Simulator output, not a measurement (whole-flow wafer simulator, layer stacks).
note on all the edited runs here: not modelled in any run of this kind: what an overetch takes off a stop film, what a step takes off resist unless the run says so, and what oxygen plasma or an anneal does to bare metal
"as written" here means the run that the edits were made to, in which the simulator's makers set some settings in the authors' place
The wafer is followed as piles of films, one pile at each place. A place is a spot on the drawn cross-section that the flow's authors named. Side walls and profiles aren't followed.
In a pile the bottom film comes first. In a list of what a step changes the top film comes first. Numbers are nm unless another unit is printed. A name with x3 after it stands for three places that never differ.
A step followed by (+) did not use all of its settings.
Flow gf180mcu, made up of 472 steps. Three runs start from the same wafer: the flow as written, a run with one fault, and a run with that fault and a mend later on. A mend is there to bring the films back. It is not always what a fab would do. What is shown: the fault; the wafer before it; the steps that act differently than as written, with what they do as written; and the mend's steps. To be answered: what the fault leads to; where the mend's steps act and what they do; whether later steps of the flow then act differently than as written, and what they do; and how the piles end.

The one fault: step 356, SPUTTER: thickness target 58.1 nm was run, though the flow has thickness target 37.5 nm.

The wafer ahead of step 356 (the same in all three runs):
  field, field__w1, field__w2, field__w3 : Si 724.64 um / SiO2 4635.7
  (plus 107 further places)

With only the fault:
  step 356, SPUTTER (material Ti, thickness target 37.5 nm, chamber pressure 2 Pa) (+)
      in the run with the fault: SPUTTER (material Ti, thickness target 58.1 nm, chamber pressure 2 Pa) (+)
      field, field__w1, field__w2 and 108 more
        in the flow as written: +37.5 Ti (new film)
        in the run with the fault: +58.1 Ti (new film)
  Steps further on in the flow that do not act as written:
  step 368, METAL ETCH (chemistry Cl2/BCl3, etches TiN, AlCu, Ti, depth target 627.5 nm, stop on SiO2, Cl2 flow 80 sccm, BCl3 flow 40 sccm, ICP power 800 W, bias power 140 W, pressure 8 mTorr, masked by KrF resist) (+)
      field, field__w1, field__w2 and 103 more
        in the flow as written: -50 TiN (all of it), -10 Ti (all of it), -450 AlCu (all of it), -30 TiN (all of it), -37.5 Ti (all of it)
        in the run with the fault: -50 TiN (all of it), -10 Ti (all of it), -450 AlCu (all of it), -30 TiN (all of it), -58.1 Ti (all of it)
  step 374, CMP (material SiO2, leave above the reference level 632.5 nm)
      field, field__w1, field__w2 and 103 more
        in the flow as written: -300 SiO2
        in the run with the fault: -279.4 SiO2
  By the end, the piles at field__w8, contact, m1, m1__w1, m1_nw depart from the flow's by more than 2% or 0.5 nm, whichever is larger.
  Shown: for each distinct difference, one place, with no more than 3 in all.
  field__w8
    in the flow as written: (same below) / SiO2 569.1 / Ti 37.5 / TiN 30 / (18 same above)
    in the run with the fault: (same below) / SiO2 569.1 / Ti 58.1 / TiN 30 / (18 same above)
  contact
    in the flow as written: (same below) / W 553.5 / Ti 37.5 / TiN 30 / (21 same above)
    in the run with the fault: (same below) / W 553.5 / Ti 58.1 / TiN 30 / (21 same above)

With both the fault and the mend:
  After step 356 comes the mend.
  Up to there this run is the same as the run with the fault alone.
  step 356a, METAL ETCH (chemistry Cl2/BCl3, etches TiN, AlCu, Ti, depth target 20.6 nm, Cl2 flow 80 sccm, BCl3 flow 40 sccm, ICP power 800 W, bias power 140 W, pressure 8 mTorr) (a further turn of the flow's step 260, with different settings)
      field, field__w1, field__w2 and 108 more
        -20.6 Ti
  Every later step of the flow that is run acts as written at every place that is followed.
  By the end, the piles equal the flow's at every place that both follow.
